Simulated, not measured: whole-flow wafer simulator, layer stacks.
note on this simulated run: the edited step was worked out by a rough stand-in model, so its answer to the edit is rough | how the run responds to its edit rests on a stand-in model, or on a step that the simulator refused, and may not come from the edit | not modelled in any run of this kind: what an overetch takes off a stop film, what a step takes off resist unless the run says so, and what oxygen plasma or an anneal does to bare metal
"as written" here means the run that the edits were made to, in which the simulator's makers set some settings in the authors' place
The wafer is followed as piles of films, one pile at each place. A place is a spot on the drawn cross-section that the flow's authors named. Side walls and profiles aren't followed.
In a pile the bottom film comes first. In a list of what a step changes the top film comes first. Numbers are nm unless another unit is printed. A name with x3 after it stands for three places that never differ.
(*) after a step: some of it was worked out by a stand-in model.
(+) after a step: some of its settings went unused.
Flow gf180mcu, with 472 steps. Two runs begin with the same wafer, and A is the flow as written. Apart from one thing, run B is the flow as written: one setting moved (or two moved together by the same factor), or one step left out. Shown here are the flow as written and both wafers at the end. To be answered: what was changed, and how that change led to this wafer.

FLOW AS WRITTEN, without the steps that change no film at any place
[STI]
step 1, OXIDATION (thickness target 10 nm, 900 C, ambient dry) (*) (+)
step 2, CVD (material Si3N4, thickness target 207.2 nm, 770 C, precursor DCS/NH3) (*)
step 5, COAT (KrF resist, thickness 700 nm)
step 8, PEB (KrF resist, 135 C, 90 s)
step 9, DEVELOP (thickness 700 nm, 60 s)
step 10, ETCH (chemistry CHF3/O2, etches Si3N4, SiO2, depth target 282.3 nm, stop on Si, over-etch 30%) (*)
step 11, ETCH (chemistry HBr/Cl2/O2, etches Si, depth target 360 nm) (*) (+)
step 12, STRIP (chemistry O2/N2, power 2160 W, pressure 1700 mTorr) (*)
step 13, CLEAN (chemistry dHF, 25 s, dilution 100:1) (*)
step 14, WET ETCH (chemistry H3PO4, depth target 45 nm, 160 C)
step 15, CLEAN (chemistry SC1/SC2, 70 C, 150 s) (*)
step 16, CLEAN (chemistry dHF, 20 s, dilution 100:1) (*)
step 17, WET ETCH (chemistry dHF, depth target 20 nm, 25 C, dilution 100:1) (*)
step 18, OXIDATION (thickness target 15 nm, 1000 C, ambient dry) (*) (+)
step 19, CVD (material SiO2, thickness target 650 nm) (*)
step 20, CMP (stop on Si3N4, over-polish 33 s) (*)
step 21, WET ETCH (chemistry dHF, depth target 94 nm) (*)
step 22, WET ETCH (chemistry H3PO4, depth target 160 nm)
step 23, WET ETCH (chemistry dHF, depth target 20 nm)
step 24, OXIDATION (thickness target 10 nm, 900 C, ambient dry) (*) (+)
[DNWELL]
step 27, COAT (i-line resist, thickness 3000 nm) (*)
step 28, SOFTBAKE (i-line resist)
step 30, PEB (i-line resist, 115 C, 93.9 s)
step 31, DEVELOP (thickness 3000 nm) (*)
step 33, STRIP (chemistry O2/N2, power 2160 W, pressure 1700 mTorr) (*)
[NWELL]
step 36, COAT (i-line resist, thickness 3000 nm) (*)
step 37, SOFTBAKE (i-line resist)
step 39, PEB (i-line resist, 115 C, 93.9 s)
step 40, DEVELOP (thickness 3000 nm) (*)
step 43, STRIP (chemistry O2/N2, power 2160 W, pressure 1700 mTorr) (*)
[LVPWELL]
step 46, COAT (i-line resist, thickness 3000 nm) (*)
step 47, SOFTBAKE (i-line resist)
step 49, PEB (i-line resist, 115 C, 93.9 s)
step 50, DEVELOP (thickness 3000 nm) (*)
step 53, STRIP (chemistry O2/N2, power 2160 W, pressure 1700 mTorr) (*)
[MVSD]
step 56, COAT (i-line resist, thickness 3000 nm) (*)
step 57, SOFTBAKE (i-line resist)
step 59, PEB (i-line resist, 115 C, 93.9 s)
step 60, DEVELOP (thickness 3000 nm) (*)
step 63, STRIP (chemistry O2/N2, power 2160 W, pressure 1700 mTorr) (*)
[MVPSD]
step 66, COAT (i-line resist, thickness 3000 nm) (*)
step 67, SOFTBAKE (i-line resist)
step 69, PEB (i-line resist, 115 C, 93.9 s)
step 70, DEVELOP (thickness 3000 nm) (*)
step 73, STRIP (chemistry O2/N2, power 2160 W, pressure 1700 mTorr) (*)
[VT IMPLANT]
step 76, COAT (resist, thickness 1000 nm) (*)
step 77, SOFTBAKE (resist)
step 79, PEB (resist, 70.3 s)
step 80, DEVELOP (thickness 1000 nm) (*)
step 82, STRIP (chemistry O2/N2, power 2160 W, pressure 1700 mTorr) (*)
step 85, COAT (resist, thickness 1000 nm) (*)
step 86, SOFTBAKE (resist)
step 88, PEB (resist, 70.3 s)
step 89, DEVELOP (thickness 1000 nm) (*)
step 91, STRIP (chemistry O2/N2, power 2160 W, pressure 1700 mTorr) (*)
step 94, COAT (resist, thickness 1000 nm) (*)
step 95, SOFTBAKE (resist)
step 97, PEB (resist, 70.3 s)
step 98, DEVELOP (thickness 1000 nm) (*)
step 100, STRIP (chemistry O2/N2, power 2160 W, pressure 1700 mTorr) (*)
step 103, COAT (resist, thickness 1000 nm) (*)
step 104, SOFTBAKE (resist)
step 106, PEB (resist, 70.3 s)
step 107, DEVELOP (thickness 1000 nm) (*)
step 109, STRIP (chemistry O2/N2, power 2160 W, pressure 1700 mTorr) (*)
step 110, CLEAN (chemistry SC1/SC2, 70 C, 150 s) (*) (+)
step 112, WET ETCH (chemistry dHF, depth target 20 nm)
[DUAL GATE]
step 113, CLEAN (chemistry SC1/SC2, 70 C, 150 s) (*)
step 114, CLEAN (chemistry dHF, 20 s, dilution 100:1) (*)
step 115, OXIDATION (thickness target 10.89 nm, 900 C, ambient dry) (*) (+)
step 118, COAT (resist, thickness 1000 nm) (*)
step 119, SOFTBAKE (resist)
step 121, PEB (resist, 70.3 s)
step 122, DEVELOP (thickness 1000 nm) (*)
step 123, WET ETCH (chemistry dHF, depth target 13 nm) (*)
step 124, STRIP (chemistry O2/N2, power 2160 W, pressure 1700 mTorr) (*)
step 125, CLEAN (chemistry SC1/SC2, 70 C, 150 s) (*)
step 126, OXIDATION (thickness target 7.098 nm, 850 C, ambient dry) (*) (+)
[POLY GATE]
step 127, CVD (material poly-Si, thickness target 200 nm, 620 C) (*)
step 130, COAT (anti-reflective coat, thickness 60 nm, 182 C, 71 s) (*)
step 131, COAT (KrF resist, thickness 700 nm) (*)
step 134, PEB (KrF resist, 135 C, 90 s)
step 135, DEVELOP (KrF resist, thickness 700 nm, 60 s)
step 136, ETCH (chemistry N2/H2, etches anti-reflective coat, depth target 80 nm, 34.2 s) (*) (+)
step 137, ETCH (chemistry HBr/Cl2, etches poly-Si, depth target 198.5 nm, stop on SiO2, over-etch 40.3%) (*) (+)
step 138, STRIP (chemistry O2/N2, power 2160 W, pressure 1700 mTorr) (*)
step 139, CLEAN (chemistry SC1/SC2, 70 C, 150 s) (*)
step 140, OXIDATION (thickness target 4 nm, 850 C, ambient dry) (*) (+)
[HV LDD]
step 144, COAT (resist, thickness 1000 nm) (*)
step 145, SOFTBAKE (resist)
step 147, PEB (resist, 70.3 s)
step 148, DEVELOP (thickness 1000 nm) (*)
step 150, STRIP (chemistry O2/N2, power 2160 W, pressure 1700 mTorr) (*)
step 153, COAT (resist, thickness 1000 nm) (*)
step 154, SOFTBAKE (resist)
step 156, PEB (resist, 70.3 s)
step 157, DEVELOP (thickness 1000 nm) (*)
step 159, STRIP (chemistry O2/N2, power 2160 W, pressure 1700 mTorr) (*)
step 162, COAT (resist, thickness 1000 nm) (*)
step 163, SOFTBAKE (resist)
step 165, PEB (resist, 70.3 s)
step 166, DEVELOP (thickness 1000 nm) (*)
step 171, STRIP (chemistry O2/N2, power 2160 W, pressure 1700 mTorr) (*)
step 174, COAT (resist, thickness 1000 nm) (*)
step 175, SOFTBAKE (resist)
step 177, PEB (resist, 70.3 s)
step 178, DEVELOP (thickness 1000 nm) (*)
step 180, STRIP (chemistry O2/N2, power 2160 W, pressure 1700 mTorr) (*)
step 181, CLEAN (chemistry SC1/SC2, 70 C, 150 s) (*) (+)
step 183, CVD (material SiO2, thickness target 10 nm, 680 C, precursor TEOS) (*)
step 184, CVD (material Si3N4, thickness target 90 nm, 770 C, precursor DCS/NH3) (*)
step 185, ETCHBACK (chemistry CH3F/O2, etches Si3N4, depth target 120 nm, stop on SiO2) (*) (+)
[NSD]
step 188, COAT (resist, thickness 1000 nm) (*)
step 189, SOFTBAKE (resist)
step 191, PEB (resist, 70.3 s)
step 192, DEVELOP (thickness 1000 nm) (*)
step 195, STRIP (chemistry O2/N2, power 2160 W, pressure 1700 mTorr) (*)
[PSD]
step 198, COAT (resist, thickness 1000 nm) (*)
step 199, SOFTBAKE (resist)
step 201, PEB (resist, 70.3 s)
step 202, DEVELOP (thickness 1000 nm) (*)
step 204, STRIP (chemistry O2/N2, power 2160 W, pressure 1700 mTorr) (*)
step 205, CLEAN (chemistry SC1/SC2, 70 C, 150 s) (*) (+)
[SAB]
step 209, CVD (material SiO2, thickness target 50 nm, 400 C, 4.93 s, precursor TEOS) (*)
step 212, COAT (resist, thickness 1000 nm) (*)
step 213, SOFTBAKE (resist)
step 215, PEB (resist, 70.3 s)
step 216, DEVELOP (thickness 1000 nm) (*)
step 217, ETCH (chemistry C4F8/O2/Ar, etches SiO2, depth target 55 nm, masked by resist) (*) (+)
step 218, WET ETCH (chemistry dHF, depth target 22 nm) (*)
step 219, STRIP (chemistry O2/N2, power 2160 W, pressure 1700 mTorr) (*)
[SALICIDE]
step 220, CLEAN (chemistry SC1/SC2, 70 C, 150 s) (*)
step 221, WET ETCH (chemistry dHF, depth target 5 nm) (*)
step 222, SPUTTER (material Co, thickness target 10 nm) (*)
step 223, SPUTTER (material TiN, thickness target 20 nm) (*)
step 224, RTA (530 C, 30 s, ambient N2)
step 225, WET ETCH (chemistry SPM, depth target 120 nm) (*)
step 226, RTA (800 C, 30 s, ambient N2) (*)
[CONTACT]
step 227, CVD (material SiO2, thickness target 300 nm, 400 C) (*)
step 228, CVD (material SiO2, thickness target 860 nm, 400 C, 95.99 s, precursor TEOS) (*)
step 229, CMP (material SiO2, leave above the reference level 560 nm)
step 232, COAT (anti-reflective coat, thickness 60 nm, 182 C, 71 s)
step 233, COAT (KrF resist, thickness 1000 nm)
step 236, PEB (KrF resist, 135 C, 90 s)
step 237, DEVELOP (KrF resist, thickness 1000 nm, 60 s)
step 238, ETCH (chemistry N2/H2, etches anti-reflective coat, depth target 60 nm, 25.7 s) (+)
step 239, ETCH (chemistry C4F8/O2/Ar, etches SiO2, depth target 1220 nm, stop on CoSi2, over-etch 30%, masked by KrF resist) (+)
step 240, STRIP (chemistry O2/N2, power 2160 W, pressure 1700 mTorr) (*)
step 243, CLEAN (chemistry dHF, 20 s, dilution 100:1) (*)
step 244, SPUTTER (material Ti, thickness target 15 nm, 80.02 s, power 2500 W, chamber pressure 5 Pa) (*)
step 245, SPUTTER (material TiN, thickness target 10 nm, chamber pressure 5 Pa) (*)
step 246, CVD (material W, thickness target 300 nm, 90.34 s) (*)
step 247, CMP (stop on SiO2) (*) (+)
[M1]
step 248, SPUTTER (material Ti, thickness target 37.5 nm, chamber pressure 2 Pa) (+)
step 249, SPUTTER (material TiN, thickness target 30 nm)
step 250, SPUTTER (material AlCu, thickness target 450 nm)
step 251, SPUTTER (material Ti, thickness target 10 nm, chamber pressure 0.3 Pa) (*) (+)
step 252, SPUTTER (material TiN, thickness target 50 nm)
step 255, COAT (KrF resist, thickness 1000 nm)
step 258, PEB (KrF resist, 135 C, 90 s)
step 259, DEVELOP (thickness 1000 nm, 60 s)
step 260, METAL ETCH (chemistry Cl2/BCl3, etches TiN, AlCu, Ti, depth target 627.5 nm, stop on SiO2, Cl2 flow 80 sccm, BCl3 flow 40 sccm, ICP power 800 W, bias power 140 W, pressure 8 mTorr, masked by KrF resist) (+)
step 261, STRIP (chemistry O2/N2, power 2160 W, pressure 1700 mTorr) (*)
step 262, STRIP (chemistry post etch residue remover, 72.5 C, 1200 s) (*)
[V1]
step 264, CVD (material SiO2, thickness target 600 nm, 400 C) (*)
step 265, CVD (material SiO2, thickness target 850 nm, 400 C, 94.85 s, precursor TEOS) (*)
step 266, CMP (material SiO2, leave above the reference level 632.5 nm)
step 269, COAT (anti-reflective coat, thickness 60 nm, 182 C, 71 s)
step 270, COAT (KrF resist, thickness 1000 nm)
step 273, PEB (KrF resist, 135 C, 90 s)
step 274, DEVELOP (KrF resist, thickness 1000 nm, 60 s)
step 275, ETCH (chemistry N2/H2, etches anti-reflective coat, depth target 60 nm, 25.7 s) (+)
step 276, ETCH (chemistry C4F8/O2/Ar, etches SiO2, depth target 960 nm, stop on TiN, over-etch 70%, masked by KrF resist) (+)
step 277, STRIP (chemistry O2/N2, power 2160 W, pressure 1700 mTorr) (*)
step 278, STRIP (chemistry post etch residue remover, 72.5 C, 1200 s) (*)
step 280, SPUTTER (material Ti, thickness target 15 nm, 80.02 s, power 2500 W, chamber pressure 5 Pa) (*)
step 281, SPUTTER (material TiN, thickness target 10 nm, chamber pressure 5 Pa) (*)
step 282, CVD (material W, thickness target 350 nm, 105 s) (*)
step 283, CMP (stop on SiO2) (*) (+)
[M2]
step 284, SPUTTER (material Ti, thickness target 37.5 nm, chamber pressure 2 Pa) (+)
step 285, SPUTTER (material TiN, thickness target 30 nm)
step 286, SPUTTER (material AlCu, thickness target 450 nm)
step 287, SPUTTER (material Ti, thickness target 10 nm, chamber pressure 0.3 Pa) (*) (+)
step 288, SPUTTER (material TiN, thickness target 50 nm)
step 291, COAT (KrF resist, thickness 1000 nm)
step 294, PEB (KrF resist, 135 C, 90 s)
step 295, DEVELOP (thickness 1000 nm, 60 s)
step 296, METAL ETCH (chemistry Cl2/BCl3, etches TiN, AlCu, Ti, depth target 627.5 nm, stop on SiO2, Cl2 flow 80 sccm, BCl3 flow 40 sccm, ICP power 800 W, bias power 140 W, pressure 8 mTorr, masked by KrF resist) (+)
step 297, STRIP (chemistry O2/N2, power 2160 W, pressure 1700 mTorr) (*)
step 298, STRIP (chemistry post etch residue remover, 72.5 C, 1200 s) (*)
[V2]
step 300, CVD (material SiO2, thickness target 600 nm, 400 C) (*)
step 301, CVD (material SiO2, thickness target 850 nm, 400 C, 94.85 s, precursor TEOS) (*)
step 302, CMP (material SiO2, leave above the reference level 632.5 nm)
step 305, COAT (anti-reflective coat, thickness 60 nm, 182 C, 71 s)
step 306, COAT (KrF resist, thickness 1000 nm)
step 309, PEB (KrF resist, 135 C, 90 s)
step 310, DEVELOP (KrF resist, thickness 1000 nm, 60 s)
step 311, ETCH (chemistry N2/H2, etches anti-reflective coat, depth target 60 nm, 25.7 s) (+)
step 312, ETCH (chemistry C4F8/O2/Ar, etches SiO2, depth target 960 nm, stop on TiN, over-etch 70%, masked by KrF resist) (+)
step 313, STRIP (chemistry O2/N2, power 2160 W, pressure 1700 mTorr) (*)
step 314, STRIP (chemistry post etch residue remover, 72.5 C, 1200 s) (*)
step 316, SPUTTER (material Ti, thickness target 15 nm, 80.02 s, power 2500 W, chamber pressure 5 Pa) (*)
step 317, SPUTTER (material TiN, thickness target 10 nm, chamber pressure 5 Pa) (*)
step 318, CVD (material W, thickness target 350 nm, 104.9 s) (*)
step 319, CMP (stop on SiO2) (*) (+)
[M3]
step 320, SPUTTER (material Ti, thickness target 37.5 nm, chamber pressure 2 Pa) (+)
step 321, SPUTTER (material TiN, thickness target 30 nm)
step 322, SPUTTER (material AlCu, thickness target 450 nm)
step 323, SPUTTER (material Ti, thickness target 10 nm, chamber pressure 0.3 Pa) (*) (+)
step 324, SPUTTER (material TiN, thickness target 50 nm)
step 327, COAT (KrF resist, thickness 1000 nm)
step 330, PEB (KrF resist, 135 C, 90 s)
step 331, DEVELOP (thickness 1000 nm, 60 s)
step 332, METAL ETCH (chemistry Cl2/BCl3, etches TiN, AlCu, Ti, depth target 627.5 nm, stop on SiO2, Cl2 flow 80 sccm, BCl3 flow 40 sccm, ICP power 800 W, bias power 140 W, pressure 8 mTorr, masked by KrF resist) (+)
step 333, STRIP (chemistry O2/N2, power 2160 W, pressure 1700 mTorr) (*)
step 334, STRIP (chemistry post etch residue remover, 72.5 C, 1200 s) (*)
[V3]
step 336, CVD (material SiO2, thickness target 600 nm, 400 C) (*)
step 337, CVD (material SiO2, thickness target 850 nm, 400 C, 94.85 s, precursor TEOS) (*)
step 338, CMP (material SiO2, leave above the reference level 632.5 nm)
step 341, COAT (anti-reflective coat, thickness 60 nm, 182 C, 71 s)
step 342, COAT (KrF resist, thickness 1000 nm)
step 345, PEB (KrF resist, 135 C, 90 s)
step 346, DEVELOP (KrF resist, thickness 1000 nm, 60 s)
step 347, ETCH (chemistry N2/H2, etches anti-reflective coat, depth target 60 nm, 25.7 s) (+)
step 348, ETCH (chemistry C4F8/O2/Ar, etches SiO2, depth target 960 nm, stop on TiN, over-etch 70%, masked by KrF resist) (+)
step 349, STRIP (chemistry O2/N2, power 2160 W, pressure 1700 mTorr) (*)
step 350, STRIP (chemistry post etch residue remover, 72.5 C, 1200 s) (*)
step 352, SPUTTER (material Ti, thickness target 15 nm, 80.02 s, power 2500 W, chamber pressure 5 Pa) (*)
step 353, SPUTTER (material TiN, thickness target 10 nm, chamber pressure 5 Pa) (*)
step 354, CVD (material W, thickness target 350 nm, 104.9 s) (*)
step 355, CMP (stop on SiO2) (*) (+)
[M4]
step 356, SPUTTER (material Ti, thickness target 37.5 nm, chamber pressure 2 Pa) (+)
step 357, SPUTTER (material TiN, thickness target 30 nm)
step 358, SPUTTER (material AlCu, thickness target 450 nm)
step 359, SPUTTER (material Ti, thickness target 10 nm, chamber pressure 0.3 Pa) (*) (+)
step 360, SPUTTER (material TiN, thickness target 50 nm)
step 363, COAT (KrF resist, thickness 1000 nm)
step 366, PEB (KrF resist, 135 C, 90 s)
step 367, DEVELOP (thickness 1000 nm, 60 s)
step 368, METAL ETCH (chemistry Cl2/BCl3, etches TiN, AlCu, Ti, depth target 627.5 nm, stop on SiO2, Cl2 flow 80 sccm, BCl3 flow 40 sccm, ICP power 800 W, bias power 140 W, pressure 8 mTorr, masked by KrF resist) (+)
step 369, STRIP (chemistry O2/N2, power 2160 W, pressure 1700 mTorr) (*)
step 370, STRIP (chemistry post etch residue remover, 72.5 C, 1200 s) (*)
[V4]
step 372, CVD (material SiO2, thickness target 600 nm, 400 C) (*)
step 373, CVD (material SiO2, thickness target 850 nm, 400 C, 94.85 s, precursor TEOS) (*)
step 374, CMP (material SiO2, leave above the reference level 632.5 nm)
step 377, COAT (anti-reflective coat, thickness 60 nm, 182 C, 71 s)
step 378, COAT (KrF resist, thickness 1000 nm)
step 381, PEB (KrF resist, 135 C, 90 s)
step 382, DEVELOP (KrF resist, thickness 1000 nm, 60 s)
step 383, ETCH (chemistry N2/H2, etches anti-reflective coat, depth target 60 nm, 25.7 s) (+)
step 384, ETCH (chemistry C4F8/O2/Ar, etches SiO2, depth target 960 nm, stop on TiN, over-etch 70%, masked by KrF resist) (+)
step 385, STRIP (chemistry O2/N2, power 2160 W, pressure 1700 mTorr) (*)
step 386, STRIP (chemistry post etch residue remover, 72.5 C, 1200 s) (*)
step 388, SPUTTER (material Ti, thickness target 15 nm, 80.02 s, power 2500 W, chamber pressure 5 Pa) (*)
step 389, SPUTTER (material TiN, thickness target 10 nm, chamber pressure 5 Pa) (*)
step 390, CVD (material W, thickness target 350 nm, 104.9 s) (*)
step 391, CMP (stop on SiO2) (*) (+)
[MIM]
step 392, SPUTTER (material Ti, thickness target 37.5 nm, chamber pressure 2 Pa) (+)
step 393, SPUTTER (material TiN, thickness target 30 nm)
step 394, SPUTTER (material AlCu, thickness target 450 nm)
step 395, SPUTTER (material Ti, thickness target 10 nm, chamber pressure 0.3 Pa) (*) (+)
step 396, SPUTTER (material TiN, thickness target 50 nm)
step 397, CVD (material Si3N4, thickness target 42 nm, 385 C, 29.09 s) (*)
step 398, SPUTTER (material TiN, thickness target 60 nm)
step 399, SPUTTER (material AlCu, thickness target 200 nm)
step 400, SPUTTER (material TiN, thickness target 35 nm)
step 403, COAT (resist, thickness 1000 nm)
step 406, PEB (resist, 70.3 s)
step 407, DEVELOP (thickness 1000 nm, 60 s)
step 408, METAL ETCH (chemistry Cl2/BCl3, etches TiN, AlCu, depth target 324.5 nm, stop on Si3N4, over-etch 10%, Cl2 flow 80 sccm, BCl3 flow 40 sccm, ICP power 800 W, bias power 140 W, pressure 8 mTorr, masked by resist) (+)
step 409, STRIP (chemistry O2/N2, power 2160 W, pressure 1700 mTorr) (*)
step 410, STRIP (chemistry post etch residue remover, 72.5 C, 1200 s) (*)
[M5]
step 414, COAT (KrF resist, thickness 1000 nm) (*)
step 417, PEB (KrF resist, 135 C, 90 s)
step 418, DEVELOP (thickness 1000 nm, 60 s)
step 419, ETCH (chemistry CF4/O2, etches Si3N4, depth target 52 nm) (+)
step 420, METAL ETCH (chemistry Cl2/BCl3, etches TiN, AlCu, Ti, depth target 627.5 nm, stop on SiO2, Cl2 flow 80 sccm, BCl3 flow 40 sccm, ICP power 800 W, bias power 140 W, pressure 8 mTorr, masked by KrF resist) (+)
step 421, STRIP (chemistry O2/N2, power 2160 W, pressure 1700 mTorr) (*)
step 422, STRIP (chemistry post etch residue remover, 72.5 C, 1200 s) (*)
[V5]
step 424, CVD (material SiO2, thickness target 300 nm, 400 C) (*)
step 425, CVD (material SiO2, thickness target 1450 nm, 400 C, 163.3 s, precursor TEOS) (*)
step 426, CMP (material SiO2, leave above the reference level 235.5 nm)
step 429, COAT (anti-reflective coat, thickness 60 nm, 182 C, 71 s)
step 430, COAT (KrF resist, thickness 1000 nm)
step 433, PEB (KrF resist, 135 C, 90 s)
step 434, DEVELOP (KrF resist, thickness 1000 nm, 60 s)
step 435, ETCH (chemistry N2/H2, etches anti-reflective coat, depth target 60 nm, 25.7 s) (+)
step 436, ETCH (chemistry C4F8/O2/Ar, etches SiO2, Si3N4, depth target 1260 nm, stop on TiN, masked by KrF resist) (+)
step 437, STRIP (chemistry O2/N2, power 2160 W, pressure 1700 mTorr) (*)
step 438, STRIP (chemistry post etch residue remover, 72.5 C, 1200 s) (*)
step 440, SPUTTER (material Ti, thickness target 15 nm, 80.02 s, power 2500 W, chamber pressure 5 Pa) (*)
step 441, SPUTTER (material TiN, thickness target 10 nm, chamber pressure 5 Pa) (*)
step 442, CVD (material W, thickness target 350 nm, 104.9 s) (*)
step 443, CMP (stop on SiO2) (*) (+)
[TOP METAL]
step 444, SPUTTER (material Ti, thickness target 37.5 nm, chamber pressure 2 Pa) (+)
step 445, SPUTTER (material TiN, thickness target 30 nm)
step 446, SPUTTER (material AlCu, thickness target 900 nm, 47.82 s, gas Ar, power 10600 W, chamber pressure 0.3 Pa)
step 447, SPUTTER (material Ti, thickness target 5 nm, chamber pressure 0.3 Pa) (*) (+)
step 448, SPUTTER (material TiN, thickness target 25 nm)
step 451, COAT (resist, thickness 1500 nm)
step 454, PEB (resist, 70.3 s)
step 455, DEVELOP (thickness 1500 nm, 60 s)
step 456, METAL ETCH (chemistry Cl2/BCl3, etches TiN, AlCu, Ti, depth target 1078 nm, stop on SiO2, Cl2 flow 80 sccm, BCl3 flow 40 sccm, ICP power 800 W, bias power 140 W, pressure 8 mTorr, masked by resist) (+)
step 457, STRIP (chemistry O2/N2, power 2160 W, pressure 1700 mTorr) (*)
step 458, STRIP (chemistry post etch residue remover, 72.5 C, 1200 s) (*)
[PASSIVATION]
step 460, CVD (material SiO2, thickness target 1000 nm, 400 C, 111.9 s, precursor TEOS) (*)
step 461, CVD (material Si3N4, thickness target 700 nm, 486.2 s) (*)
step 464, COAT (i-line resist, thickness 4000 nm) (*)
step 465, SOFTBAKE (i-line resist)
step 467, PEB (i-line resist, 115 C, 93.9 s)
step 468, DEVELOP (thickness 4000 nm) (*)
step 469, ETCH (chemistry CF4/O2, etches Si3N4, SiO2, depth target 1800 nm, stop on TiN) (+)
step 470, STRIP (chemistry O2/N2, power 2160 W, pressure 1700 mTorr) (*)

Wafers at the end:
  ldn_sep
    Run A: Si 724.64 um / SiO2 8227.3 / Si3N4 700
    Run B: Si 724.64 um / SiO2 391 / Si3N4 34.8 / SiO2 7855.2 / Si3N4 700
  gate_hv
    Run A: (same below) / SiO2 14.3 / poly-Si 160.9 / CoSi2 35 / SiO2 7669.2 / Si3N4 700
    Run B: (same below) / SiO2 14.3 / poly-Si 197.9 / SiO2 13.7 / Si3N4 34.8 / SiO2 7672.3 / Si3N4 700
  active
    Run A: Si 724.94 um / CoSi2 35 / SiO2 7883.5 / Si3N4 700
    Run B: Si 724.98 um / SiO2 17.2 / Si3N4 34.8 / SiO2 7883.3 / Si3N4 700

What caused this: step 185, ETCHBACK: depth target 51 nm was run, while the flow as written has depth target 120 nm.

Step by step, how the change led to this:
  step 185, ETCHBACK (chemistry CH3F/O2, etches Si3N4, depth target 120 nm, stop on SiO2) (*) (+)
      field, field__w1, field__w2 and 100 more: A Si3N4 loses 90 (all of it), SiO2 loses 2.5 | B Si3N4 loses 51
  step 188, COAT (resist, thickness 1000 nm) (*)
      spacer: A resist gains 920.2 (new film) | B resist gains 961.8 (new film)
  step 189, SOFTBAKE (resist)
      field__w9: A resist gains 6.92 | B resist loses 3.14
      nw_enc_fld_lv: A resist gains 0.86 | B resist gains 5.57
  step 191, PEB (resist, 70.3 s)
      spacer: A resist loses 14.3 | B resist loses 15.3
  step 192, DEVELOP (thickness 1000 nm) (*)
      spacer: A resist loses 905.9 (all of it) | B resist loses 946.5 (all of it)
  step 198, COAT (resist, thickness 1000 nm) (*)
      spacer: A resist gains 920.2 (new film) | B resist gains 961.8 (new film)
  step 199, SOFTBAKE (resist)
      field__w9: A resist gains 6.92 | B resist loses 3.14
      nw_enc_fld_lv: A resist gains 0.86 | B resist gains 5.57
  step 201, PEB (resist, 70.3 s)
      spacer: A resist loses 14.3 | B resist loses 15.3
  step 204, STRIP (chemistry O2/N2, power 2160 W, pressure 1700 mTorr) (*)
      spacer: A resist loses 905.9 (all of it) | B resist loses 946.5 (all of it)
  step 205, CLEAN (chemistry SC1/SC2, 70 C, 150 s) (*) (+)
      field, field__w1, field__w2 and 105 more: A SiO2 loses 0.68 | B Si3N4 loses 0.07
  step 209, CVD (material SiO2, thickness target 50 nm, 400 C, 4.93 s, precursor TEOS) (*)
      field, field__w7, field__w8 and 73 more: A SiO2 gains 50 | B SiO2 gains 50 (new film)
      field_sub__w1, field_sub__w3, field_sub__w4, field_sub__w5, ld_drift_n: A SiO2 gains 48.9 | B SiO2 gains 48.8 (new film)
      (and at 27 other places as well)
  step 212, COAT (resist, thickness 1000 nm) (*)
      spacer: A resist gains 919.4 (new film) | B resist gains 961.4 (new film)
  step 215, PEB (resist, 70.3 s)
      spacer: A resist loses 14.3 | B resist loses 15.3
  step 216, DEVELOP (thickness 1000 nm) (*)
      spacer: A resist loses 905.1 (all of it) | B resist loses 946.1 (all of it)
  step 217, ETCH (chemistry C4F8/O2/Ar, etches SiO2, depth target 55 nm, masked by resist) (*) (+)
      field, field__w7, field__w8 and 70 more: A SiO2 loses 55 | B SiO2 loses 50 (all of it), Si3N4 loses 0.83
      field_sub__w1, field_sub__w3, field_sub__w4, field_sub__w5, ld_drift_n: A SiO2 loses 55 | B SiO2 loses 48.8 (all of it), Si3N4 loses 1.03
      (and at 21 other places as well)
  step 218, WET ETCH (chemistry dHF, depth target 22 nm) (*)
      gate, gate_hv, gate_p and 23 more: A SiO2 loses 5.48 (all of it) | B Si3N4 loses 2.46
      field, field__w10, sti and 14 more: A SiO2 loses 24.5 | B Si3N4 loses 2.46
      (and at 56 other places as well)
  ... 12 other steps ...
  step 471, ANNEAL (400 C, 1800 s, ambient N2/H2)
      polyc_n, polyc_p: A nothing | B under 9 films: void gains 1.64 (new film), Ti loses 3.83, TiSi first gains 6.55 (new film), poly-Si loses 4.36
      contact: A nothing | B under 49 films: void gains 1.62 (new film), Ti loses 3.83, TiSi first gains 6.55 (new film), Si loses 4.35
Taking metal films that touch as one body, gate_hv has 0 bodies; the flow as written gives 1 body.
Taking metal films that touch as one body, active has 0 bodies; the flow as written gives 1 body.
